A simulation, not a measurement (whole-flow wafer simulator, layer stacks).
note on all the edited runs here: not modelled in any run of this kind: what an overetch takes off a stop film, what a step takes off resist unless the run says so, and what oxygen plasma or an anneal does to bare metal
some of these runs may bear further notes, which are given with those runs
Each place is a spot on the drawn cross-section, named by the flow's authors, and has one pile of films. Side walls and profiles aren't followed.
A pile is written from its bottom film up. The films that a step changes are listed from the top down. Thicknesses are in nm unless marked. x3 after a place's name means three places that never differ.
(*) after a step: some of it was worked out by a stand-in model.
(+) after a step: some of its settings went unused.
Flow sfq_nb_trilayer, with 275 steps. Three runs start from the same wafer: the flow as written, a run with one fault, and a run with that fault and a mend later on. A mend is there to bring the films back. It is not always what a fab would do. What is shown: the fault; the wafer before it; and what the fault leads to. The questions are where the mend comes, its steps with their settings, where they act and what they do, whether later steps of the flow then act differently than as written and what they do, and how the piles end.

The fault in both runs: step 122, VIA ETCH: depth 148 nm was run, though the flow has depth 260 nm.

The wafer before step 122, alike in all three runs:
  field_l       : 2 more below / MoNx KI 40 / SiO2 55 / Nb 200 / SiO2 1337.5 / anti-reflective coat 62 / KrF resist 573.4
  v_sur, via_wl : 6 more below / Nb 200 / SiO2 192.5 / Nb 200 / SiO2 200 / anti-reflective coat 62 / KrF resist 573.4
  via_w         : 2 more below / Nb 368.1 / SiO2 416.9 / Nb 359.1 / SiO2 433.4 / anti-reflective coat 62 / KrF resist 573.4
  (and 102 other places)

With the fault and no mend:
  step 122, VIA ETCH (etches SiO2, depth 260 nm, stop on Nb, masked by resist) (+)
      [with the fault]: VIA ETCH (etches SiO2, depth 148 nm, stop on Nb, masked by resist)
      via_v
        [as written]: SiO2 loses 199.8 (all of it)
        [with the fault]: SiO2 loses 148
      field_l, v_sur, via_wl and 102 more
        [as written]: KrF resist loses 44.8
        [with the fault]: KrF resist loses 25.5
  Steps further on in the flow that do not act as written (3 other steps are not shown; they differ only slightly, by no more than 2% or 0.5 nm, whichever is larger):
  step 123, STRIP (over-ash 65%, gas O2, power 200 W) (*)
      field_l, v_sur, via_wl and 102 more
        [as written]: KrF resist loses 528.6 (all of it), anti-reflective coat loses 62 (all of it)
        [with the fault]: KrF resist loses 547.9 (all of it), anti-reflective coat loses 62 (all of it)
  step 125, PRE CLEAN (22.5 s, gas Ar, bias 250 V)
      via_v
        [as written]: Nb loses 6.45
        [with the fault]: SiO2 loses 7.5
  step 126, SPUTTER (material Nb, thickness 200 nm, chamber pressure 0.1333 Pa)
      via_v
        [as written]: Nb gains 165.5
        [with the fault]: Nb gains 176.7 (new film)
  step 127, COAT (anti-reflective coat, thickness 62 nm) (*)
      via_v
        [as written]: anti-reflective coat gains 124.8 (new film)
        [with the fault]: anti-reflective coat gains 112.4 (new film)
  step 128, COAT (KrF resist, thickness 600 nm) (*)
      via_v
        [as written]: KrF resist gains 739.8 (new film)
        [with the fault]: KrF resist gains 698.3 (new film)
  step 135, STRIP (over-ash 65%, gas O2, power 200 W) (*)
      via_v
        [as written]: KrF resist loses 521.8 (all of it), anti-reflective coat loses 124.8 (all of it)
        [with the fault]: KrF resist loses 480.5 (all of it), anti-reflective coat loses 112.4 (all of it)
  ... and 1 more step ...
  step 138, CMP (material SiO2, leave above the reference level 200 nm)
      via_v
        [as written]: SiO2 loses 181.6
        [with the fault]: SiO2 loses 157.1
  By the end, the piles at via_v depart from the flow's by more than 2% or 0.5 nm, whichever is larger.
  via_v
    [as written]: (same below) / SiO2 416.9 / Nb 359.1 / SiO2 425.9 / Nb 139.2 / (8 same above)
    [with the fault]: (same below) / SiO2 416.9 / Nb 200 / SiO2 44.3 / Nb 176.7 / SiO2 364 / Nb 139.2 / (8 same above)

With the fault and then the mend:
  The mend stands after step 122.
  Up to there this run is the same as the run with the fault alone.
  step 122a, VIA ETCH (etches SiO2, depth 112 nm, stop on Nb, masked by resist) (+) (the flow's step 122, run once more with other settings)
      field_l, v_sur, via_wl and 102 more
        KrF resist loses 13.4
      via_v
        SiO2 loses 51.8 (all of it)
  Every later step of the flow that is run acts as written, at every place that is followed, to within 2% or 0.5 nm, whichever is larger.
  The piles end the same as the flow's at every place that both follow.
